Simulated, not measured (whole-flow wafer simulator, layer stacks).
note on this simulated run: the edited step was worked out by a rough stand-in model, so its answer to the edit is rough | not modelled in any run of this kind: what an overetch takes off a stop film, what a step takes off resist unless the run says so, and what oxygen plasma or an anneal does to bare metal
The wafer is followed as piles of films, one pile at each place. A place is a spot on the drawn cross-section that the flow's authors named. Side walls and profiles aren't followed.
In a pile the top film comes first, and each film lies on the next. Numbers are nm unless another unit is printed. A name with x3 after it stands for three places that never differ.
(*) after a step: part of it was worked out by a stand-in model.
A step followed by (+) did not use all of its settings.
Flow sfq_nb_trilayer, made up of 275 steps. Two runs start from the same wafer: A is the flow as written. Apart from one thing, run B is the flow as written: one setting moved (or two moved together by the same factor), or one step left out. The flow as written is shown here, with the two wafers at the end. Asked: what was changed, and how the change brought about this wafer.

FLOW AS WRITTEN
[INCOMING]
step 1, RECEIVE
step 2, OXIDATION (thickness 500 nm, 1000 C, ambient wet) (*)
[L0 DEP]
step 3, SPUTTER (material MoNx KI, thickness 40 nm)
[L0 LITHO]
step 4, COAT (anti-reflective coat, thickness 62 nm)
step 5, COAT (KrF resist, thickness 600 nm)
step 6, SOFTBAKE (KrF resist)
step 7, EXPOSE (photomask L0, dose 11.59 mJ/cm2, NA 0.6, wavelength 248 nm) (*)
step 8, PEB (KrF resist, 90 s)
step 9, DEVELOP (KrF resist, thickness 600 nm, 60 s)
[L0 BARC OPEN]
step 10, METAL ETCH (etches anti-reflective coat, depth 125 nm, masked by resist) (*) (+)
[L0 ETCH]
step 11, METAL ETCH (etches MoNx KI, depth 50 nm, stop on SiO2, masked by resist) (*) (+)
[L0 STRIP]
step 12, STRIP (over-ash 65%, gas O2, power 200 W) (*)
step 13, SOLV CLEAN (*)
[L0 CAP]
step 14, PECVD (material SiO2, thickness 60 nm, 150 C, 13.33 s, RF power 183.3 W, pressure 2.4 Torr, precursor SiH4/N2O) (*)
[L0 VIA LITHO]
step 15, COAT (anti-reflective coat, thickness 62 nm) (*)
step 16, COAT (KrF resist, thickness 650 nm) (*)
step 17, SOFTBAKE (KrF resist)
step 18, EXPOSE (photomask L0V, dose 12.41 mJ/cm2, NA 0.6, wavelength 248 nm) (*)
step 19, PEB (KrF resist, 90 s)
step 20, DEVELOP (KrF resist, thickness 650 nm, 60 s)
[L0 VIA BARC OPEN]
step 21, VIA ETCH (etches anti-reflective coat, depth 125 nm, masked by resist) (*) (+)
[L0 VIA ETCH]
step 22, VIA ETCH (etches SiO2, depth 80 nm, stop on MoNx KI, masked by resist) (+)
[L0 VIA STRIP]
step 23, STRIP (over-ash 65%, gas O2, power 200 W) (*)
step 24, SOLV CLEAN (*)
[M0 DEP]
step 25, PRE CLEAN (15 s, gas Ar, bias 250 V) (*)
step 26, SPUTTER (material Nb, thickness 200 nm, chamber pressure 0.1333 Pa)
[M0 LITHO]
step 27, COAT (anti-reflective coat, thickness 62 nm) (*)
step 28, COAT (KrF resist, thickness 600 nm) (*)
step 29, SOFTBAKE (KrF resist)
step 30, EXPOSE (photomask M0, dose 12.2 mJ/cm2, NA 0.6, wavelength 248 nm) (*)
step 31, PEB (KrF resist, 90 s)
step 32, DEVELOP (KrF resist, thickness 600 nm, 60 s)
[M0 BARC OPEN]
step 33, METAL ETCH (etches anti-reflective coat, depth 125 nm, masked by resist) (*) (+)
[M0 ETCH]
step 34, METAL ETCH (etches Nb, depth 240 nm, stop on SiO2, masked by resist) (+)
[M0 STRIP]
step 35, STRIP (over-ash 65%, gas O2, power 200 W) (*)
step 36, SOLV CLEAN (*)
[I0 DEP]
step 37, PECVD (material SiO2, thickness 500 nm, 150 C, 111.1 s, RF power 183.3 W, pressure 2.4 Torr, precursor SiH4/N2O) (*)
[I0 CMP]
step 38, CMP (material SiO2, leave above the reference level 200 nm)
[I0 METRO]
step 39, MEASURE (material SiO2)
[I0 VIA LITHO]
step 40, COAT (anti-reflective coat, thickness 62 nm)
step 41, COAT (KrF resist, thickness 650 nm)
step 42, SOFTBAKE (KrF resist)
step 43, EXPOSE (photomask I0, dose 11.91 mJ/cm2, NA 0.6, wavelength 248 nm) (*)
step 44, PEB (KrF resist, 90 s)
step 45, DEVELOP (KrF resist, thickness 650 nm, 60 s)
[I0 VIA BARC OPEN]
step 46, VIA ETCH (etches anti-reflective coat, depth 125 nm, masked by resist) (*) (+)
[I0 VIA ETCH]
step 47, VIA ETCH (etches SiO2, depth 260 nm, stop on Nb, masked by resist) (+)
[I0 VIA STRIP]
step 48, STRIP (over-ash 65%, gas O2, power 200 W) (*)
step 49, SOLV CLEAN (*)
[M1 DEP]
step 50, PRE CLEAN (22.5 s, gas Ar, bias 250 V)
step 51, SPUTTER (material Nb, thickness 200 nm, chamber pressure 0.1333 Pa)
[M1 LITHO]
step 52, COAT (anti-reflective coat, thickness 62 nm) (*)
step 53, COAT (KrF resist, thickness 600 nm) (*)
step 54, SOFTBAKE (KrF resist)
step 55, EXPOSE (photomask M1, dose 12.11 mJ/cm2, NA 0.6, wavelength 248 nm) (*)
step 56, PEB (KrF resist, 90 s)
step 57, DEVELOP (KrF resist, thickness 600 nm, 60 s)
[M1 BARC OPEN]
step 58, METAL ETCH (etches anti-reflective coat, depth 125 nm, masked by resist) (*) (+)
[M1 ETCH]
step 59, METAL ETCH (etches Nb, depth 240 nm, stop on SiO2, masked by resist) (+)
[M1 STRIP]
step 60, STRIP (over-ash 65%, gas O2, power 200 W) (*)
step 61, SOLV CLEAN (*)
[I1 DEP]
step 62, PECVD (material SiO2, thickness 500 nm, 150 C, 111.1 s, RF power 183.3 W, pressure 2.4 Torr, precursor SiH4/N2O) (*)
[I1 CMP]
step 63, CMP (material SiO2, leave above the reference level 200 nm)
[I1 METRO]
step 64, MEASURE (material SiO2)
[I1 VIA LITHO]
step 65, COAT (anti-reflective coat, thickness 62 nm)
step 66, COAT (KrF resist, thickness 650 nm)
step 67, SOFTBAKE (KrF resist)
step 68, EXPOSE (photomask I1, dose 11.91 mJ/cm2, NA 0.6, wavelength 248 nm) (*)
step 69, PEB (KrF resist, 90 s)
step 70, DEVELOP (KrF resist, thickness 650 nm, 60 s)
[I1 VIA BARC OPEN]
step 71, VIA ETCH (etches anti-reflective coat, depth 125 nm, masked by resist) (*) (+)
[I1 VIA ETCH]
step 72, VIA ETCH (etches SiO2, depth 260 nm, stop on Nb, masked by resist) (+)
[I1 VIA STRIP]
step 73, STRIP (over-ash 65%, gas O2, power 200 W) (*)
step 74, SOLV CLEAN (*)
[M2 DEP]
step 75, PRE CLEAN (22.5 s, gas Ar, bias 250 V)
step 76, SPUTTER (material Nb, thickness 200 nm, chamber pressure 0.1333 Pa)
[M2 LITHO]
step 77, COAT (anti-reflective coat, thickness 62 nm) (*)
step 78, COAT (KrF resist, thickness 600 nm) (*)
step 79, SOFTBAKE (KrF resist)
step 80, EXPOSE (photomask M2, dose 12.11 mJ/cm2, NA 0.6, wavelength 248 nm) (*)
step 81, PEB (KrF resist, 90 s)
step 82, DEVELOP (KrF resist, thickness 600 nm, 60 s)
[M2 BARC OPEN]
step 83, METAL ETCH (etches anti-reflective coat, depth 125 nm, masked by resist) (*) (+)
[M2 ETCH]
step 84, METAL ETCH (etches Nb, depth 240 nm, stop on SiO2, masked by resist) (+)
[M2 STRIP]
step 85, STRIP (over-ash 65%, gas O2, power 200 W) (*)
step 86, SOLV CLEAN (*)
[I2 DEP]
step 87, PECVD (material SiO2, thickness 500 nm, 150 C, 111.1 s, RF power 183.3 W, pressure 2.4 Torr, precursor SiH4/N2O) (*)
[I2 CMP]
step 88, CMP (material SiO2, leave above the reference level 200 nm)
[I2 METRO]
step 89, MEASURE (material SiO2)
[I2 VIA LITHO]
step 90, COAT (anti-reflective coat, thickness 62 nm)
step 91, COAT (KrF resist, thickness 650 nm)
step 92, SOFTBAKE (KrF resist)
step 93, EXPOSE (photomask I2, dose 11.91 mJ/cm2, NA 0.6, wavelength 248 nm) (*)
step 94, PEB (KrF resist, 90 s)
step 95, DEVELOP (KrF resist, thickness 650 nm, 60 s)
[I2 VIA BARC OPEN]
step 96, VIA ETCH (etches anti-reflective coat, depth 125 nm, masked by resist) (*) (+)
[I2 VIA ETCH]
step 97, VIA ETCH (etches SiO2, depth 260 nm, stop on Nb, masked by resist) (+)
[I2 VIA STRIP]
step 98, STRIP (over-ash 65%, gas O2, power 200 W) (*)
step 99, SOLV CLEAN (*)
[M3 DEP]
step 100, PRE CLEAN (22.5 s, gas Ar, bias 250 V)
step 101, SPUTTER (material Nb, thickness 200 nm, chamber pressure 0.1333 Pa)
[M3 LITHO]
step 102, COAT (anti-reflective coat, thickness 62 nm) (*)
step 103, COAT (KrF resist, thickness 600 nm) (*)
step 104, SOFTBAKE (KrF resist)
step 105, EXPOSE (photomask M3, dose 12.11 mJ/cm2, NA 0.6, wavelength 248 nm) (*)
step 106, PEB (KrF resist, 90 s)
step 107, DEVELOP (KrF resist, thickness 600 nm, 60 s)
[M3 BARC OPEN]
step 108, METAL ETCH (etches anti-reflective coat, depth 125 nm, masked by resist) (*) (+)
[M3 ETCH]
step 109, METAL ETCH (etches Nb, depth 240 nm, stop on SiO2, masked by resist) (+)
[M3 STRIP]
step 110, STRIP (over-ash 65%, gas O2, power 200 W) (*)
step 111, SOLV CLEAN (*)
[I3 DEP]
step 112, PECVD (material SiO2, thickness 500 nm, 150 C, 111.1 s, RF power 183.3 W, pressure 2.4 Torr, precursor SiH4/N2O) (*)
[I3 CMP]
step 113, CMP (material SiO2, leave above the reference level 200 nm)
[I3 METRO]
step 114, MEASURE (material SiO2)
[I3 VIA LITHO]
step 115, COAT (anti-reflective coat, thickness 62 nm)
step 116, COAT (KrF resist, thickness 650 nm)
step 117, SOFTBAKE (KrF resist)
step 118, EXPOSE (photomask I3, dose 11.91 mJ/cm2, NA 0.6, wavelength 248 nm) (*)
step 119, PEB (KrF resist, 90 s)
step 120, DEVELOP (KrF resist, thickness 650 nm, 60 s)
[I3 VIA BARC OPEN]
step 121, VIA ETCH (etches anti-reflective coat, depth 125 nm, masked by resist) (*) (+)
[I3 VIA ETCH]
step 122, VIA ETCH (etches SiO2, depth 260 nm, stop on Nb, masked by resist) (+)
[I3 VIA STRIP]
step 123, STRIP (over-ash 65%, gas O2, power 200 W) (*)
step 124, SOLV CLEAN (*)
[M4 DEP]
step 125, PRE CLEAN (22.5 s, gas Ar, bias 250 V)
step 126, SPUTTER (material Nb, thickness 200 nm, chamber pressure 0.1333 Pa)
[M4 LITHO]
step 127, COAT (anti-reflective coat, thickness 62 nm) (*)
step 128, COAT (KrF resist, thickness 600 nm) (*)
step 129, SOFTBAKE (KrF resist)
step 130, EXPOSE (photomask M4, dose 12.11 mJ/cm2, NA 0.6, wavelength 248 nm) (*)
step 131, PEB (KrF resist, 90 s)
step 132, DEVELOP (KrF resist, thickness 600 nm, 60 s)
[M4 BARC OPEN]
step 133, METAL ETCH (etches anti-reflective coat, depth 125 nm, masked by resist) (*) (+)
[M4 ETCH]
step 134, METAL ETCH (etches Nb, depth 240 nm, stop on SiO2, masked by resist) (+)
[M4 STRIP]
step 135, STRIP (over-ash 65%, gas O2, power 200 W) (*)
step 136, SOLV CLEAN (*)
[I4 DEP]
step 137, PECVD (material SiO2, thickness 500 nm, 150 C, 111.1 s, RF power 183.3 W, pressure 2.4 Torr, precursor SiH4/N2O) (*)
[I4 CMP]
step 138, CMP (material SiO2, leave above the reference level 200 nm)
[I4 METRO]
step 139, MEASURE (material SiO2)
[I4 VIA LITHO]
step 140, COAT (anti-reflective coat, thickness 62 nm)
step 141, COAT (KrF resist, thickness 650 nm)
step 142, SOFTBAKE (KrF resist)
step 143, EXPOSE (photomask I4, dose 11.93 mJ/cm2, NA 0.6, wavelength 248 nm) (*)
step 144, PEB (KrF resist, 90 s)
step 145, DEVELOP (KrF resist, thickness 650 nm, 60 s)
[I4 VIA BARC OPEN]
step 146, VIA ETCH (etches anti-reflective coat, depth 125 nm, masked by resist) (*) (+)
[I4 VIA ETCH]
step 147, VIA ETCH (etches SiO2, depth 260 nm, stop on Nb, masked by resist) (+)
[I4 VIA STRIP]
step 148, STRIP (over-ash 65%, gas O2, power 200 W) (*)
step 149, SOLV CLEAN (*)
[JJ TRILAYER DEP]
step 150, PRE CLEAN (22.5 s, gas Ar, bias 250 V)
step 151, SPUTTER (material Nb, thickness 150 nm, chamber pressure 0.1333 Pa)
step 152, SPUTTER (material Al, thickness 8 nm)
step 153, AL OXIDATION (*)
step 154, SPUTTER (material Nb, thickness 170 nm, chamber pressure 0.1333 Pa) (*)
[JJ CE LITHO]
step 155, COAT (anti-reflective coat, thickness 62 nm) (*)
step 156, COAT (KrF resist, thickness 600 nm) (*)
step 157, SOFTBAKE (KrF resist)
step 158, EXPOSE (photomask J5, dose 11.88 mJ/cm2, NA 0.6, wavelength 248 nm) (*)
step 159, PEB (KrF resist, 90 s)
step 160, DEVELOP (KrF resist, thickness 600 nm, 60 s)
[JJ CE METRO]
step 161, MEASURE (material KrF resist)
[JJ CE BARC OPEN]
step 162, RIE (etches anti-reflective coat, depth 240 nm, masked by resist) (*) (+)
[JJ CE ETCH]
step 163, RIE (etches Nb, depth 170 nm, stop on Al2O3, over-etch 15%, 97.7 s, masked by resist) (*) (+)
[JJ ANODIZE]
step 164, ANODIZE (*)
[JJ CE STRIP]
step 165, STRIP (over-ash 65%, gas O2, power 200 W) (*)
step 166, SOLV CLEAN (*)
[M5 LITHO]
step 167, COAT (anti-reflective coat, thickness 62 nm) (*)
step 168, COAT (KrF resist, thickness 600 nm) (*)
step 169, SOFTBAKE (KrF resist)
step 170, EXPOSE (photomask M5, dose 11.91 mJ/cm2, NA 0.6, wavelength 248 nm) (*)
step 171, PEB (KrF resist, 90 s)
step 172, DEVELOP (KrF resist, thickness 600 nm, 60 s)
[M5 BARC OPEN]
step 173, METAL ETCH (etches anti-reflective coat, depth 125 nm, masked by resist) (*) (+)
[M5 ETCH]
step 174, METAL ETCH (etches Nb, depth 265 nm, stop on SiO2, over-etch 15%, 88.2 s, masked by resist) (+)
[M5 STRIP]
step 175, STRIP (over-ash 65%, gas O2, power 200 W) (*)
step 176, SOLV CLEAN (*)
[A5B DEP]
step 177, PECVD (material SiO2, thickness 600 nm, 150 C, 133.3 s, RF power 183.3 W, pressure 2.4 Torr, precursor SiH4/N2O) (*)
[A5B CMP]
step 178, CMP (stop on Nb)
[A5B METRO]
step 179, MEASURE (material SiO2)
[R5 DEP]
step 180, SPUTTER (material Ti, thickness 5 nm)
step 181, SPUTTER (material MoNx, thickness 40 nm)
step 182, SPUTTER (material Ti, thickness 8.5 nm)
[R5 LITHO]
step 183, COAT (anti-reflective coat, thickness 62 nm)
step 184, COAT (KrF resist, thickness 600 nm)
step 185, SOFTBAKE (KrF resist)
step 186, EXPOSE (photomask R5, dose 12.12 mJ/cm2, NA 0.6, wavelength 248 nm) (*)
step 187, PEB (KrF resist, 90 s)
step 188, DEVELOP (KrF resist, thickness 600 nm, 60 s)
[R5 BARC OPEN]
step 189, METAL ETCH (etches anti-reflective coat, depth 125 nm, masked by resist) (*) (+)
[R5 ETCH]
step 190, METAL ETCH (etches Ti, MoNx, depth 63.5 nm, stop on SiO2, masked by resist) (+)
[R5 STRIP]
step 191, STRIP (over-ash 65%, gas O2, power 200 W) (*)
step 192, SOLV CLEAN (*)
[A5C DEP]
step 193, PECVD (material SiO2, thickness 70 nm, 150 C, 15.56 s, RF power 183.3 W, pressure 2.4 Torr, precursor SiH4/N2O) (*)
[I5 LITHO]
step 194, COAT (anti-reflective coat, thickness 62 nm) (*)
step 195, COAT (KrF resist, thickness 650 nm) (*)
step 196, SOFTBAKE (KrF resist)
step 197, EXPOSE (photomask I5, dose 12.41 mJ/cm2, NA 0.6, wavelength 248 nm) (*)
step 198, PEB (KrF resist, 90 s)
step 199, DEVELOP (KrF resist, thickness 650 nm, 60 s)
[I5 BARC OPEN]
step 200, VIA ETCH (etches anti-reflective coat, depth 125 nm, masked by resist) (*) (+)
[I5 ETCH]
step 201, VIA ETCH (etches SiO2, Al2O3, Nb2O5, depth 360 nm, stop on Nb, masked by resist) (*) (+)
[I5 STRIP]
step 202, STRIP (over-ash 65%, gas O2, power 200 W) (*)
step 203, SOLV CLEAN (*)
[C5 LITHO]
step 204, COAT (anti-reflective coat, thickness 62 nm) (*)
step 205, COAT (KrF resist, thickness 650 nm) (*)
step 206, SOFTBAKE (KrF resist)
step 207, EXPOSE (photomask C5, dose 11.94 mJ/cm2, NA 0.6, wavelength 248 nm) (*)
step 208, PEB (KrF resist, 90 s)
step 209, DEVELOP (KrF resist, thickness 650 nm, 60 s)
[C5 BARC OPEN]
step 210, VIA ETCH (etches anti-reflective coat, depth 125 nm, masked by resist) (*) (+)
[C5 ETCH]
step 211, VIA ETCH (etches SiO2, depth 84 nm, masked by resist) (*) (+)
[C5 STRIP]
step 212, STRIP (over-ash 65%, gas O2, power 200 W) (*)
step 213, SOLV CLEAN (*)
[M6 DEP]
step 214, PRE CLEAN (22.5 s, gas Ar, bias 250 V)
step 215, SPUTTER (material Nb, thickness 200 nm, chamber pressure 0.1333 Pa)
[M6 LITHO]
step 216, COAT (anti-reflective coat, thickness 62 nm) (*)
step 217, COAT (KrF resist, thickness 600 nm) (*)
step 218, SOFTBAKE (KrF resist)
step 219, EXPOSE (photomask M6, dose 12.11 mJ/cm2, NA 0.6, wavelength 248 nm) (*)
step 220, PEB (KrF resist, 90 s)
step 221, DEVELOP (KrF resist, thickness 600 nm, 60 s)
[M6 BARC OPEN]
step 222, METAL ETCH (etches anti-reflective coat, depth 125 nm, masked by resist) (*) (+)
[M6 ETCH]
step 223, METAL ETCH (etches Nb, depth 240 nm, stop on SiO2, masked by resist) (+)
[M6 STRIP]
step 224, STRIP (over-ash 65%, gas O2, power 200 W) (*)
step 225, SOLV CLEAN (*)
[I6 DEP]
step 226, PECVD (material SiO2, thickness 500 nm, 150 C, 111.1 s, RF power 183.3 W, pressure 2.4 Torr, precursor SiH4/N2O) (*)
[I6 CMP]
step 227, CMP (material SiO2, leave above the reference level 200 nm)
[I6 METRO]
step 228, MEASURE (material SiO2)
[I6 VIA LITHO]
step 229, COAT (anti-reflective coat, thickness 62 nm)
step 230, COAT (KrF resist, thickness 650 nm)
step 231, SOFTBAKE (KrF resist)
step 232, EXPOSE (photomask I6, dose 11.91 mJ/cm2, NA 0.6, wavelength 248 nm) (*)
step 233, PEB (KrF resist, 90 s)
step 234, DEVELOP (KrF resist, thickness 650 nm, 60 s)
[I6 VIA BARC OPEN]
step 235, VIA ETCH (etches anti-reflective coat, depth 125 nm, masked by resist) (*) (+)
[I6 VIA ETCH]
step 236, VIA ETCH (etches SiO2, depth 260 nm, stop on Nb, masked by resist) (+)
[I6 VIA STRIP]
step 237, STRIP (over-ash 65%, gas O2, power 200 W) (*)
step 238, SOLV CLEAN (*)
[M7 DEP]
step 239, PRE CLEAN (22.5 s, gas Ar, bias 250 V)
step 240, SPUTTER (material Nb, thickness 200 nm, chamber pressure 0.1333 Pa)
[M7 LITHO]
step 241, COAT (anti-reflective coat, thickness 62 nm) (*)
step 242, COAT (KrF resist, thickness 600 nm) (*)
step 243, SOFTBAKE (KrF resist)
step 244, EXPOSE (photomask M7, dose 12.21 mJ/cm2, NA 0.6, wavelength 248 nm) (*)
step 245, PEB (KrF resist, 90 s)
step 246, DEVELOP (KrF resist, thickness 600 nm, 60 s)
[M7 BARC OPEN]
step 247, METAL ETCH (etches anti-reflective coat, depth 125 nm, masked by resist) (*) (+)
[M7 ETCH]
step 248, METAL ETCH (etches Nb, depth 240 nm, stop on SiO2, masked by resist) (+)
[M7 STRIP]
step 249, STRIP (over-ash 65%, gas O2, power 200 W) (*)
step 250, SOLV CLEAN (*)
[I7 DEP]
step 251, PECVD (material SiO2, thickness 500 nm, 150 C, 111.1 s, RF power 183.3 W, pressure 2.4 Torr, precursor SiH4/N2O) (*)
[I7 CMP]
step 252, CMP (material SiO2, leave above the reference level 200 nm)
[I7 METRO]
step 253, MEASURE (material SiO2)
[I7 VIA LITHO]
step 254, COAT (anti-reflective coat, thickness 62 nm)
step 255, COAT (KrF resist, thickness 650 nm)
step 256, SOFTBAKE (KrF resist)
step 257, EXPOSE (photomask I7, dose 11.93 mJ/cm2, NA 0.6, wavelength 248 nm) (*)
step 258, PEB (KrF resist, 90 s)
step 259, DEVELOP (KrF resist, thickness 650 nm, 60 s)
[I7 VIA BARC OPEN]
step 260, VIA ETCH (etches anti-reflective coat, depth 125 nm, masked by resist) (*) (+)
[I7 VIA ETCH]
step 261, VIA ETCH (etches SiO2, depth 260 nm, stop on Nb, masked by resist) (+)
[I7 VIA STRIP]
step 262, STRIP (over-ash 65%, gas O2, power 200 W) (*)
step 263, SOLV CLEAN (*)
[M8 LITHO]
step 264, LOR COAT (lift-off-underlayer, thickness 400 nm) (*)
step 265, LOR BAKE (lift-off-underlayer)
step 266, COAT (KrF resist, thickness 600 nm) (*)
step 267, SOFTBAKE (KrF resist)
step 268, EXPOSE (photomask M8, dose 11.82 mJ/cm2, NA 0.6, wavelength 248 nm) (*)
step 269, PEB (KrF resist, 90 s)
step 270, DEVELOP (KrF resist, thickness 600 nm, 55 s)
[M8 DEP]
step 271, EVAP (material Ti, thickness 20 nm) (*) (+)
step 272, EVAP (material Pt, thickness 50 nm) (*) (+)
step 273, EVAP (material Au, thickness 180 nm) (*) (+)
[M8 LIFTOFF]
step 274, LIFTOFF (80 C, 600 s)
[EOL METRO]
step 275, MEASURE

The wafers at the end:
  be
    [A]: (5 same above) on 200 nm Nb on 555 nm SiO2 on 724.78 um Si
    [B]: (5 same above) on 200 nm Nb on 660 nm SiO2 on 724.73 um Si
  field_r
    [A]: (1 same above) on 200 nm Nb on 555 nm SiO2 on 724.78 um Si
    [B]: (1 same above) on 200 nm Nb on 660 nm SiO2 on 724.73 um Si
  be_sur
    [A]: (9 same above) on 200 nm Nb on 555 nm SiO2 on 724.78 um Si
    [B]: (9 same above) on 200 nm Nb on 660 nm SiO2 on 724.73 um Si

Cause: step 2, OXIDATION: thickness 605 nm was run, while the flow as written has thickness 500 nm.

Step by step, how the change led to this:
  step 2, OXIDATION (thickness 500 nm, 1000 C, ambient wet) (*)
      field_l, v_sur, via_wl and 103 more: A +500 SiO2 (new film), -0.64 chemical SiO2 (all of it), -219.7 Si | B +605 SiO2 (new film), -0.64 chemical SiO2 (all of it), -265.9 Si
